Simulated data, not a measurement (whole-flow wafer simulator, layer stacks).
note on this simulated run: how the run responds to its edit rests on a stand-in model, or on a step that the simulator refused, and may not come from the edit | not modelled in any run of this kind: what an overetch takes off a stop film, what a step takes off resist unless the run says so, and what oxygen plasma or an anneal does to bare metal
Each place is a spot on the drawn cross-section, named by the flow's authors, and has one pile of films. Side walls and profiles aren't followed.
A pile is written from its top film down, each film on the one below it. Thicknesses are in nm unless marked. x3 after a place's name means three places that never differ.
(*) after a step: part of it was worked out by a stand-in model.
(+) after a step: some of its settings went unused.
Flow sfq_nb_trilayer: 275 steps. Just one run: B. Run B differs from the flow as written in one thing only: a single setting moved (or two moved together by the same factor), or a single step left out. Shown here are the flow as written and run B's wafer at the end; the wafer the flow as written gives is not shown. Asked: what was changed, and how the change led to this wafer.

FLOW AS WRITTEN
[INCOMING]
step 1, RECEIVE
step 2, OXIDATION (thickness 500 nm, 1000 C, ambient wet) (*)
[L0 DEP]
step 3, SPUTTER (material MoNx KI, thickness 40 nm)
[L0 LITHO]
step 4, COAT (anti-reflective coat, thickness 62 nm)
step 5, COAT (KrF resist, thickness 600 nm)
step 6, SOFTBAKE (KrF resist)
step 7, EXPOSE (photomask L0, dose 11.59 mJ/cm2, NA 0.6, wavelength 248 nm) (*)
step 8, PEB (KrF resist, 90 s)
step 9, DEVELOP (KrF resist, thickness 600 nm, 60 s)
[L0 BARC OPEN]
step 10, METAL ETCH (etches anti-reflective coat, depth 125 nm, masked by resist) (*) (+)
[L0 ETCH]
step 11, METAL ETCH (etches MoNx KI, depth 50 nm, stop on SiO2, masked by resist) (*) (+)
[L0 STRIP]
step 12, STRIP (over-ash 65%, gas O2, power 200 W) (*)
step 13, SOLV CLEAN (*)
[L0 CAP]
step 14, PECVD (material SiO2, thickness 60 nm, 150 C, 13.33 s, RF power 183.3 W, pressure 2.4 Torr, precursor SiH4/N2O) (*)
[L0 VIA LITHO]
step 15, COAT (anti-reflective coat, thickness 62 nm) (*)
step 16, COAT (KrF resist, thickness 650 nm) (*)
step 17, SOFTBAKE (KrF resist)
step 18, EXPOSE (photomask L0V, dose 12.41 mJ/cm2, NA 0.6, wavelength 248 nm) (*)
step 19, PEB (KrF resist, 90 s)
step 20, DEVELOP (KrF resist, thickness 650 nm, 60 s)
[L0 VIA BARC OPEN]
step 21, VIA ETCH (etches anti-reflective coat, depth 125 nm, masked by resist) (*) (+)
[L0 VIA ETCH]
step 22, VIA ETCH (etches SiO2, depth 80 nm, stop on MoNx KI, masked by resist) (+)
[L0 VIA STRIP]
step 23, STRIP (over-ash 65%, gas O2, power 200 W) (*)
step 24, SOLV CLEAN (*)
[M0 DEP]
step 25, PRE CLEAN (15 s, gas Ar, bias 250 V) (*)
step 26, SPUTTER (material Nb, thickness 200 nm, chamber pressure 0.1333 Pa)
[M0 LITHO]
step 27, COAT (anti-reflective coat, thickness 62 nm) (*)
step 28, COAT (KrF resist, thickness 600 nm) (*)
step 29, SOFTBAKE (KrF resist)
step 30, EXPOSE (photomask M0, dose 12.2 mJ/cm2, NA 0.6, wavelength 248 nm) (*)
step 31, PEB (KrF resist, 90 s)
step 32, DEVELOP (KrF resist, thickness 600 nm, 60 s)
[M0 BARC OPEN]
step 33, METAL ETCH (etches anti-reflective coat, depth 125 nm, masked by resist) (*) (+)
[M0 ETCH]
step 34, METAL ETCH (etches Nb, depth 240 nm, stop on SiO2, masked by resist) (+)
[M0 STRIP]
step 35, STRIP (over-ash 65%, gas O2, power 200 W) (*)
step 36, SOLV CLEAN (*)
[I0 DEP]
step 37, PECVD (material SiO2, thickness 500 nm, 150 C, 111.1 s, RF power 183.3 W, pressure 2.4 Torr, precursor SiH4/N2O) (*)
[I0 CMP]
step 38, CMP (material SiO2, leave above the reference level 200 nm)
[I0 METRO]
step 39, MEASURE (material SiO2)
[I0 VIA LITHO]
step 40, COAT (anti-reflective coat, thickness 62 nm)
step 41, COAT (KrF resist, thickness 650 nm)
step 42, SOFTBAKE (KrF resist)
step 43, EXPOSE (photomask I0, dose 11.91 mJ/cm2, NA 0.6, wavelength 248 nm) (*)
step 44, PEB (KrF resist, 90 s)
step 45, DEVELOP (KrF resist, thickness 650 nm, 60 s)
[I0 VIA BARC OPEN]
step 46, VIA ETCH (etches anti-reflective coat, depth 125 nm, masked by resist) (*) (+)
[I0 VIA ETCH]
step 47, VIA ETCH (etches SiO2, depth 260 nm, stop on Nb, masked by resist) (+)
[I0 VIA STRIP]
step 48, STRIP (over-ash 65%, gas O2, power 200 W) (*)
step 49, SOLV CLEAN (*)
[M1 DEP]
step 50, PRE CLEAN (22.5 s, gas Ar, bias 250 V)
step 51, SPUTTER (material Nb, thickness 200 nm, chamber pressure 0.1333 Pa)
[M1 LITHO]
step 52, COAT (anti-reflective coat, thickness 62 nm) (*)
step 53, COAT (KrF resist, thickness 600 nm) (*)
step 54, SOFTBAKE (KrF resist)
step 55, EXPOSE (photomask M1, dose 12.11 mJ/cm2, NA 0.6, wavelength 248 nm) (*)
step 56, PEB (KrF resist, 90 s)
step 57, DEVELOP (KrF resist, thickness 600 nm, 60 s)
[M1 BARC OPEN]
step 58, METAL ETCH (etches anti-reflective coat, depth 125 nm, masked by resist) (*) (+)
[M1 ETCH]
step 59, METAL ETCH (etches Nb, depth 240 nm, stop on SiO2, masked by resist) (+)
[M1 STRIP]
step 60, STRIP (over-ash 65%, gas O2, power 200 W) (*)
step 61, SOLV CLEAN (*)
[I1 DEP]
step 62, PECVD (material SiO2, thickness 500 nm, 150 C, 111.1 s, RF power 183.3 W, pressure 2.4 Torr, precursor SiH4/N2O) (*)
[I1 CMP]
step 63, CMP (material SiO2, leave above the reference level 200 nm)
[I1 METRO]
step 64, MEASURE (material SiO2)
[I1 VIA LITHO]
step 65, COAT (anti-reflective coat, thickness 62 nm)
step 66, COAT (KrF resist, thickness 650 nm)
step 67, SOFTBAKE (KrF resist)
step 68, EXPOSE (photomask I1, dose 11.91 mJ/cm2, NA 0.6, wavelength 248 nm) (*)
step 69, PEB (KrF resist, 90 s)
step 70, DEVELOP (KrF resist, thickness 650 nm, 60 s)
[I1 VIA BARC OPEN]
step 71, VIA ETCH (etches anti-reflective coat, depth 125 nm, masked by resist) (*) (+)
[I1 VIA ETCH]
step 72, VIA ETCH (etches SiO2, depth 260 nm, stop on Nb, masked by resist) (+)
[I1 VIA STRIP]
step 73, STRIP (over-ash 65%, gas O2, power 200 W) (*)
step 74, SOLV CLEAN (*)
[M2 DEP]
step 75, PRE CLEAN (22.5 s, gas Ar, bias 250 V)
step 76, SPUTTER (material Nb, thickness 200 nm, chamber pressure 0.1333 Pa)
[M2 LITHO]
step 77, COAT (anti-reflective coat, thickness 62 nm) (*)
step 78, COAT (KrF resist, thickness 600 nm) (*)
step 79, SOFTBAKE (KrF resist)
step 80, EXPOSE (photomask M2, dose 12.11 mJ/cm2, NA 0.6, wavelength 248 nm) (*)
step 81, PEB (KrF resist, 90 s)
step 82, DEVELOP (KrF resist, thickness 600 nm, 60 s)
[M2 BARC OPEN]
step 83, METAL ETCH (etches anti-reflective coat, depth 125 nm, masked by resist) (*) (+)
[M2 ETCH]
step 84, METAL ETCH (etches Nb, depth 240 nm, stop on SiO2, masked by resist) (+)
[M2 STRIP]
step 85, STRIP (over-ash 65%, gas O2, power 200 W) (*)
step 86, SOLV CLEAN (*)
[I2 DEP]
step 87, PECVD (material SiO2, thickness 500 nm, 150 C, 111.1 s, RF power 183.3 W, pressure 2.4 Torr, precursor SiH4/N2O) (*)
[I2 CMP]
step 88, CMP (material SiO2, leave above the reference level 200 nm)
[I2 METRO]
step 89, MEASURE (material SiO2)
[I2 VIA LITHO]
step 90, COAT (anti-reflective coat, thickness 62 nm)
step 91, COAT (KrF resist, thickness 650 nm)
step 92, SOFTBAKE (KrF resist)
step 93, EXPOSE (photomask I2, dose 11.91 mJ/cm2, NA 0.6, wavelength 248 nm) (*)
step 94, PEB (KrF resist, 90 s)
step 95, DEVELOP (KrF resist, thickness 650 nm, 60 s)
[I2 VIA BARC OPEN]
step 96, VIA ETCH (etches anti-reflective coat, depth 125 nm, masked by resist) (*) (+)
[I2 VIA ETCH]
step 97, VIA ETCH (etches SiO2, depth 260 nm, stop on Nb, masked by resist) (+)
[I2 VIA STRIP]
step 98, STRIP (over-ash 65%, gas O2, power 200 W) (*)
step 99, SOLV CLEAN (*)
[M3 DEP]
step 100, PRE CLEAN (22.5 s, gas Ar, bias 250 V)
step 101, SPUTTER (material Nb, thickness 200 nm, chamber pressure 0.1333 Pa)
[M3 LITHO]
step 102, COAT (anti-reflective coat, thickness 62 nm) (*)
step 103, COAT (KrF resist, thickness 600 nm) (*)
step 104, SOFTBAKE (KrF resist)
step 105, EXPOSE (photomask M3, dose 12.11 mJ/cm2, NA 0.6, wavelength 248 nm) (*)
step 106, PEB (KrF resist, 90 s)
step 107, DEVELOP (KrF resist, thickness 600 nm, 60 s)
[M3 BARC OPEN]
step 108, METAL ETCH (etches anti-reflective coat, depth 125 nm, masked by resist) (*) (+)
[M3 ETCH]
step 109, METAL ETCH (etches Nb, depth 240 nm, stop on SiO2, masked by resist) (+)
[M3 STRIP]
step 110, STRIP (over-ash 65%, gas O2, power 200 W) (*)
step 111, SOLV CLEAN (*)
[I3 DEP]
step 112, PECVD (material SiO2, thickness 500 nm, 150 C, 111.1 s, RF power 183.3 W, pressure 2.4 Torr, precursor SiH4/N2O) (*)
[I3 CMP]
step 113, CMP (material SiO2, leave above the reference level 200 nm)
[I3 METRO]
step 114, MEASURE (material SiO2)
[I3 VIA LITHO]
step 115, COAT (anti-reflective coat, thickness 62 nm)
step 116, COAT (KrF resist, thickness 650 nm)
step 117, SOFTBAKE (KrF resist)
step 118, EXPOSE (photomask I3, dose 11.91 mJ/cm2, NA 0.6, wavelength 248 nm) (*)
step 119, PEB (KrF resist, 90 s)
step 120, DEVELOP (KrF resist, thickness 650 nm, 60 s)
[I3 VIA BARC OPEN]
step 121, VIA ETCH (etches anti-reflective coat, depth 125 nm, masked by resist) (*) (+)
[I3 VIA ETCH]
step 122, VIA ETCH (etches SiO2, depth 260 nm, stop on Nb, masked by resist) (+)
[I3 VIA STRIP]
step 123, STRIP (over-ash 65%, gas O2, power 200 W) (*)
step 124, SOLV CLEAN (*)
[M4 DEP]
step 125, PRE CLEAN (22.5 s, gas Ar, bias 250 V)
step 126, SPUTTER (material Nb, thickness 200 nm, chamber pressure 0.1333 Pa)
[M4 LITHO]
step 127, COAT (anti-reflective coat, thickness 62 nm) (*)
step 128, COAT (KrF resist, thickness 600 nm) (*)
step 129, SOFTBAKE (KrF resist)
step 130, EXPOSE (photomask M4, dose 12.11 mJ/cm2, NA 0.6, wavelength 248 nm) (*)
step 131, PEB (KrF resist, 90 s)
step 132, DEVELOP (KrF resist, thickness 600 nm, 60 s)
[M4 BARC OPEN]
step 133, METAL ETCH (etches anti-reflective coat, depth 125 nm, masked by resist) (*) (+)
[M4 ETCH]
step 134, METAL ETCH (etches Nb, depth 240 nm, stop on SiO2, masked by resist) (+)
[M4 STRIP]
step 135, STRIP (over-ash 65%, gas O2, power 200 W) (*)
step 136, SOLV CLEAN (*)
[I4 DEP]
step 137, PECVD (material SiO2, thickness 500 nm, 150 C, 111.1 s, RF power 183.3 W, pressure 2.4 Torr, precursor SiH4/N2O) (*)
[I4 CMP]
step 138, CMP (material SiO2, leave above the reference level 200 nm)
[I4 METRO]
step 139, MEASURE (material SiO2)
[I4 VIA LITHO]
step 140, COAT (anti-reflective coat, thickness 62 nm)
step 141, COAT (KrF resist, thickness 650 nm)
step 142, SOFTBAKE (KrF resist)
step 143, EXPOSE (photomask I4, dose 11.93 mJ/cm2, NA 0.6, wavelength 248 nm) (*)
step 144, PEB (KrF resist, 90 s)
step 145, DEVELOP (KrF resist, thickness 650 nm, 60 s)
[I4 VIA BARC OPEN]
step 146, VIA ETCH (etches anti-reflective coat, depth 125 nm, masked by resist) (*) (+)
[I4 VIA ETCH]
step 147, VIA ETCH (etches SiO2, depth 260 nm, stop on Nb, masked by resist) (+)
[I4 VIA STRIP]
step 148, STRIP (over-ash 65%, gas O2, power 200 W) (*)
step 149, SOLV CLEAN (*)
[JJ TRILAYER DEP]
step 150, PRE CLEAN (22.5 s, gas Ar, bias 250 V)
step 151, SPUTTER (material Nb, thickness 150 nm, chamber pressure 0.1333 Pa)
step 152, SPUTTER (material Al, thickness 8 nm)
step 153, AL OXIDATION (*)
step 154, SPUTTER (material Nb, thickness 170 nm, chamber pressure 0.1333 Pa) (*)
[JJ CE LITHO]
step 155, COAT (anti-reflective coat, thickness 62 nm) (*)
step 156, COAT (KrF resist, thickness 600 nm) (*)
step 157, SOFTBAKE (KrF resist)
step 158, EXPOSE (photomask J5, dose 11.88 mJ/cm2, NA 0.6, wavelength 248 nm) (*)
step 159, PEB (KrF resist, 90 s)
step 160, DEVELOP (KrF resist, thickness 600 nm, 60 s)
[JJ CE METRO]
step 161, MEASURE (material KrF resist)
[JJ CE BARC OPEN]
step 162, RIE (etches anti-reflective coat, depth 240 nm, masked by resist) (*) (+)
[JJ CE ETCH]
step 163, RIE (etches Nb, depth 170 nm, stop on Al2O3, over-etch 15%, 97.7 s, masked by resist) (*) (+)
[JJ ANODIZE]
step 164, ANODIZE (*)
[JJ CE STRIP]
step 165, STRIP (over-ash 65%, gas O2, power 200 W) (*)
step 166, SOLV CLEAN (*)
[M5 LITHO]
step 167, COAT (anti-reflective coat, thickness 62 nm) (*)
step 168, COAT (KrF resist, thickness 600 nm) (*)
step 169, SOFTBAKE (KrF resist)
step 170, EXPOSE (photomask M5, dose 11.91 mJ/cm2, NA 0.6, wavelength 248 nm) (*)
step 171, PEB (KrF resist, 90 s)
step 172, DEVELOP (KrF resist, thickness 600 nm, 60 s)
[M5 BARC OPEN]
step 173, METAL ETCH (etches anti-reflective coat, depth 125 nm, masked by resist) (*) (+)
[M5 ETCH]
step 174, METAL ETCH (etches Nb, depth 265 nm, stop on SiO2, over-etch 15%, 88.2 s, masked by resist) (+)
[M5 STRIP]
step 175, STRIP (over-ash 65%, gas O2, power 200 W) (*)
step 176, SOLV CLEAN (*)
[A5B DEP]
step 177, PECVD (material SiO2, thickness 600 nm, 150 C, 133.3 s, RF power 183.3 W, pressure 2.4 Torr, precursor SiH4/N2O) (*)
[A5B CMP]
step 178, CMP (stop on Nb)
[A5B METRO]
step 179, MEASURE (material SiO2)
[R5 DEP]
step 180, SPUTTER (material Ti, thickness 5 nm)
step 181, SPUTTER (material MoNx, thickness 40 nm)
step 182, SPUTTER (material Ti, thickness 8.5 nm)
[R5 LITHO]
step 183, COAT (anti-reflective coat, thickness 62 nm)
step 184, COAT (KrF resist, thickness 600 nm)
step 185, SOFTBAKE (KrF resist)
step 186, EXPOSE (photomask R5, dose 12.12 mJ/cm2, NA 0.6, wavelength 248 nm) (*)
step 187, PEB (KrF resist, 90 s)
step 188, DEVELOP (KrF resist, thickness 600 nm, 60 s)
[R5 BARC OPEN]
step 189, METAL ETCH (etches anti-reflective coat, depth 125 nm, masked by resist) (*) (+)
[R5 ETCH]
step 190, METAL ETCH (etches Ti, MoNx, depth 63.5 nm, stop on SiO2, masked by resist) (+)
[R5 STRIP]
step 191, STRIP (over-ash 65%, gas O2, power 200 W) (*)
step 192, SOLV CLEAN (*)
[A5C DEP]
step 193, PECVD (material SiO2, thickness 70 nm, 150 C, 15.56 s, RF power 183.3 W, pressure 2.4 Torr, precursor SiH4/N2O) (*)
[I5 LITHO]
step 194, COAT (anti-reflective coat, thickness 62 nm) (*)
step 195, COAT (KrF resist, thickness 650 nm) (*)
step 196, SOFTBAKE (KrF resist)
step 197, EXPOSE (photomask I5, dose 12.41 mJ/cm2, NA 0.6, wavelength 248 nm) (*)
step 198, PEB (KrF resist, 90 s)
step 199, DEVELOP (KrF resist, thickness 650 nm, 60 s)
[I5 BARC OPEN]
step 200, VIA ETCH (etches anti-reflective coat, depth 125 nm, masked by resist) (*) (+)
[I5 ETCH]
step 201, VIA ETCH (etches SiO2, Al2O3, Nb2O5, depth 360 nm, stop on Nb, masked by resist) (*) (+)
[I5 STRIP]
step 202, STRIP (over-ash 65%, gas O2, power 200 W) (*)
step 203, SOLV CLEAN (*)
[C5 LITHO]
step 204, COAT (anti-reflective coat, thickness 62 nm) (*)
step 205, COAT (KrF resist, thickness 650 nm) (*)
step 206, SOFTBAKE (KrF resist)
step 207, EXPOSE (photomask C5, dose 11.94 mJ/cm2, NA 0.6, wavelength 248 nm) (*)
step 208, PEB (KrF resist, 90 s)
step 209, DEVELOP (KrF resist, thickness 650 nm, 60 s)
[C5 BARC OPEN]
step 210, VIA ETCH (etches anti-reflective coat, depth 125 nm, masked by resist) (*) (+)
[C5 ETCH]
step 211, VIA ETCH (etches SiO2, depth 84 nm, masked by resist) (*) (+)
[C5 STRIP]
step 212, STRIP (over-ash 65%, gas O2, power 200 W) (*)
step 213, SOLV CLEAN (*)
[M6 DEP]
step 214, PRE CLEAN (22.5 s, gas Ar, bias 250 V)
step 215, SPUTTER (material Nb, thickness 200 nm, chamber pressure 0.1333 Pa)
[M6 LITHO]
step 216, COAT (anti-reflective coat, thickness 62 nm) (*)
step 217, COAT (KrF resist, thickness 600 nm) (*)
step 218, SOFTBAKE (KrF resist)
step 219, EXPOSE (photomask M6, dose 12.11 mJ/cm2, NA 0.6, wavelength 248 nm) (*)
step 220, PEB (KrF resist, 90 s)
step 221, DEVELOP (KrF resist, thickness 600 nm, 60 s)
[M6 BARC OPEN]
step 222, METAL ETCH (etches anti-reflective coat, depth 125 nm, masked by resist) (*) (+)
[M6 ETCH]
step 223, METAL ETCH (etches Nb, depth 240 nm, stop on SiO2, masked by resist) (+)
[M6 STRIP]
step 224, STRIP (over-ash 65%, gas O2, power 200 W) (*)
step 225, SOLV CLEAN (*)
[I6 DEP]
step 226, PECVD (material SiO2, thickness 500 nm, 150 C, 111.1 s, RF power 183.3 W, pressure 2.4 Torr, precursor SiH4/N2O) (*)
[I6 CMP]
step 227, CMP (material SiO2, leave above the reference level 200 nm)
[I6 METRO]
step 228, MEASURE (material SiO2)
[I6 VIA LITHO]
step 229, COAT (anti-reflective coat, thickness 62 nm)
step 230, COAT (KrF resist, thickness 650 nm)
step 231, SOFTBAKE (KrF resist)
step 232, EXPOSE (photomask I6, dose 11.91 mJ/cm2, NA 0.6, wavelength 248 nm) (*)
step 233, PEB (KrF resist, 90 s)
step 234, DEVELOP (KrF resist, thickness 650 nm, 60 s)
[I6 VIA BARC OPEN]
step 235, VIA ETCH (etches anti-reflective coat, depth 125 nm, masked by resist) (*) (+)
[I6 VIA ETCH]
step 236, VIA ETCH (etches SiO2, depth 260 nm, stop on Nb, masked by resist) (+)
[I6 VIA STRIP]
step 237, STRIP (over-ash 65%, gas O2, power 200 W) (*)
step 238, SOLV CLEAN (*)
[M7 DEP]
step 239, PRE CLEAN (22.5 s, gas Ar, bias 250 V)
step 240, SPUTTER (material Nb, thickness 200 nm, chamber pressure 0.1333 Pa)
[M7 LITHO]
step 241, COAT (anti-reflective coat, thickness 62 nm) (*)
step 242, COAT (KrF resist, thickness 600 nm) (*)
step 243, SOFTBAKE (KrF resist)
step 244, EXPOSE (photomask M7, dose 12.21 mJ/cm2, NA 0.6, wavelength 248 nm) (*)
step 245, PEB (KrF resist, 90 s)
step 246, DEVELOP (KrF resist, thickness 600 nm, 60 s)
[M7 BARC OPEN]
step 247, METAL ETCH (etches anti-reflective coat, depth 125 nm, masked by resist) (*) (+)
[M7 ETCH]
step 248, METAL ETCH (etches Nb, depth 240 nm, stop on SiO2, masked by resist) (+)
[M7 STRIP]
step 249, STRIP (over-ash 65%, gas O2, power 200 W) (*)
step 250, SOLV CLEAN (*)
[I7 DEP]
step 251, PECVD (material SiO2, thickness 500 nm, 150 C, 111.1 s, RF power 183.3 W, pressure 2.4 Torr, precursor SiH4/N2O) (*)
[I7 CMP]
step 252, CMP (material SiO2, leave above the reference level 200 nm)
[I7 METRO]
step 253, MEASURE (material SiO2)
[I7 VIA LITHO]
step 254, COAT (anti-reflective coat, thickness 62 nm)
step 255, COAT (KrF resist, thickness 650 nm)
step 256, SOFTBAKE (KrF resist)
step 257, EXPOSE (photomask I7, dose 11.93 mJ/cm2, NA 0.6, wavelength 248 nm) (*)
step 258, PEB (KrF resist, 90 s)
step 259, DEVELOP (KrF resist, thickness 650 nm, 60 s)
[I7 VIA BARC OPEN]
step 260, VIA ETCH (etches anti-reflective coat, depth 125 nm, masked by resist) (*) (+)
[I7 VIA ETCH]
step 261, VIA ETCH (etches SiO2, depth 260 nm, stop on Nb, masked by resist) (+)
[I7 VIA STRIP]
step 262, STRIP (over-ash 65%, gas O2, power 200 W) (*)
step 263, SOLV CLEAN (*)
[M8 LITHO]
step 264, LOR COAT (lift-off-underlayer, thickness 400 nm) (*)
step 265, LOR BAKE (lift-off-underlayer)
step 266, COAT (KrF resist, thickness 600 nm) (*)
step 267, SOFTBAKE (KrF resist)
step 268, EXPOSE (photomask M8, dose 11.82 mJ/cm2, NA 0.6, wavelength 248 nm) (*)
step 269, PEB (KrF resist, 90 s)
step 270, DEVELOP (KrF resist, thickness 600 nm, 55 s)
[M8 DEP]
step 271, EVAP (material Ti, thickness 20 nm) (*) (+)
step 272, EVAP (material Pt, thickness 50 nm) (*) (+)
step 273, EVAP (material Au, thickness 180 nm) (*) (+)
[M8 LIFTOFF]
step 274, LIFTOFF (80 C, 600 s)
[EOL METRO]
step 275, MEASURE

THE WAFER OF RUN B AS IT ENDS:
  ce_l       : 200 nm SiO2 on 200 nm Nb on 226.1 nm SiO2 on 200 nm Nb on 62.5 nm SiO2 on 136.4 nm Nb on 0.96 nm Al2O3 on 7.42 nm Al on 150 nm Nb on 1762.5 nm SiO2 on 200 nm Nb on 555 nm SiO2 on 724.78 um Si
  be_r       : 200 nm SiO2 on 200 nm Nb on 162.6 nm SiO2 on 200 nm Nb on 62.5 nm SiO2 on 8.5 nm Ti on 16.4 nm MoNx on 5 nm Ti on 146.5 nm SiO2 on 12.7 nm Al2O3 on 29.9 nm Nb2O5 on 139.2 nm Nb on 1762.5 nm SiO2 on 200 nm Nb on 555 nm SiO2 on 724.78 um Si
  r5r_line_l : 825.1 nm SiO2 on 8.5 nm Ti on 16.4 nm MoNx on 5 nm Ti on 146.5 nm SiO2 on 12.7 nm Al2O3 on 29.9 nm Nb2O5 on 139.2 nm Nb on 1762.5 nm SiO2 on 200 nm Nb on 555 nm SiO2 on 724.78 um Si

Cause: step 181, SPUTTER: thickness 16.4 nm was run, though the flow has thickness 40 nm.
The wafer itself shows it: be_r has MoNx 16.4, and step 181 as written asks for 40 nm.

The path from the change to this, step by step:
  step 181, SPUTTER (material MoNx, thickness 40 nm)
      field_l, v_sur, via_wl and 103 more: +16.4 MoNx (new film) (it would be, as written: +40 MoNx (new film))
  step 190, METAL ETCH (etches Ti, MoNx, depth 63.5 nm, stop on SiO2, masked by resist) (+)
      field_l, v_sur, via_wl and 92 more: -8.5 Ti (all of it), -16.4 MoNx (all of it), -5 Ti (all of it) (it would be, as written: -8.5 Ti (all of it), -40 MoNx (all of it), -5 Ti (all of it))
      ce_l, c5j, ce_r, wl_jj: -8.5 Ti (all of it), -16.4 MoNx (all of it), -5 Ti (all of it), -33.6 Nb (it would be, as written: -8.5 Ti (all of it), -40 MoNx (all of it), -5 Ti (all of it), -10 Nb)
  step 194, COAT (anti-reflective coat, thickness 62 nm) (*)
      wl_j_sl, wl_j_sr: +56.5 anti-reflective coat (new film) (it would be, as written: +60.2 anti-reflective coat (new film))
      r5r_spacepad_l, r5r_spacepad_r: +74.3 anti-reflective coat (new film) (it would be, as written: +84.4 anti-reflective coat (new film))
      (and at 15 other places as well)
  step 202, STRIP (over-ash 65%, gas O2, power 200 W) (*)
      wl_j_sl, wl_j_sr: -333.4 KrF resist (all of it), -56.5 anti-reflective coat (all of it) (it would be, as written: -333.3 KrF resist (all of it), -60.2 anti-reflective coat (all of it))
      r5r_spacepad_l, r5r_spacepad_r: -334.7 KrF resist (all of it), -74.3 anti-reflective coat (all of it) (it would be, as written: -335.6 KrF resist (all of it), -84.4 anti-reflective coat (all of it))
      (and at 15 other places as well)
  step 204, COAT (anti-reflective coat, thickness 62 nm) (*)
      wl_j_sl, wl_j_sr: +56.5 anti-reflective coat (new film) (it would be, as written: +60.2 anti-reflective coat (new film))
      r5r_spacepad_l, r5r_spacepad_r: +74.3 anti-reflective coat (new film) (it would be, as written: +84.4 anti-reflective coat (new film))
      (and at 15 other places as well)
  step 210, VIA ETCH (etches anti-reflective coat, depth 125 nm, masked by resist) (*) (+)
      field_l, v_sur, via_wl and 101 more: -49 KrF resist (it would be, as written: -47.4 KrF resist)
      c5j: -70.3 anti-reflective coat (all of it), -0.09 SiO2 (it would be, as written: -63.9 anti-reflective coat (all of it), -0.11 SiO2)
      (and at 1 other place as well)
  step 212, STRIP (over-ash 65%, gas O2, power 200 W) (*)
      wl_j_sl, wl_j_sr: -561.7 KrF resist (all of it), -56.5 anti-reflective coat (all of it) (it would be, as written: -563.4 KrF resist (all of it), -60.2 anti-reflective coat (all of it))
      r5r_spacepad_l, r5r_spacepad_r: -563 KrF resist (all of it), -74.3 anti-reflective coat (all of it) (it would be, as written: -565.8 KrF resist (all of it), -84.4 anti-reflective coat (all of it))
      (and at 13 other places as well)
  step 216, COAT (anti-reflective coat, thickness 62 nm) (*)
      r5r_line_l, r5r_line_c, r5r_line_r: +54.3 anti-reflective coat (new film) (it would be, as written: +50 anti-reflective coat (new film))
      wl_j_sl, wl_j_sr: +56.6 anti-reflective coat (new film) (it would be, as written: +60.2 anti-reflective coat (new film))
      (and at 14 other places as well)
  step 222, METAL ETCH (etches anti-reflective coat, depth 125 nm, masked by resist) (*) (+)
      r5r_line_l, r5r_line_c, r5r_line_r: -54.3 anti-reflective coat (all of it) (it would be, as written: -50 anti-reflective coat (all of it))
      r5r_spacepad_l, r5r_spacepad_r: -74.6 anti-reflective coat (all of it) (it would be, as written: -85.7 anti-reflective coat (all of it))
      (and at 2 other places as well)
  step 224, STRIP (over-ash 65%, gas O2, power 200 W) (*)
      wl_j_sl, wl_j_sr: -382.3 KrF resist (all of it), -56.6 anti-reflective coat (all of it) (it would be, as written: -382.5 KrF resist (all of it), -60.2 anti-reflective coat (all of it))
      jj_sur: -377 KrF resist (all of it), -52 anti-reflective coat (all of it) (it would be, as written: -378.5 KrF resist (all of it), -56.1 anti-reflective coat (all of it))
      (and at 9 other places as well)
  step 226, PECVD (material SiO2, thickness 500 nm, 150 C, 111.1 s, RF power 183.3 W, pressure 2.4 Torr, precursor SiH4/N2O) (*)
      r5r_spacepad_l, r5r_spacepad_r: +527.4 SiO2 (it would be, as written: +553.5 SiO2)
  step 227, CMP (material SiO2, leave above the reference level 200 nm)
      ce_l, ce_r, wl_jj: -266.4 SiO2 (it would be, as written: -290 SiO2)
      be_r, r_sur, r_end: -329.9 SiO2 (it would be, as written: -353.5 SiO2)
      (and at 7 other places as well)
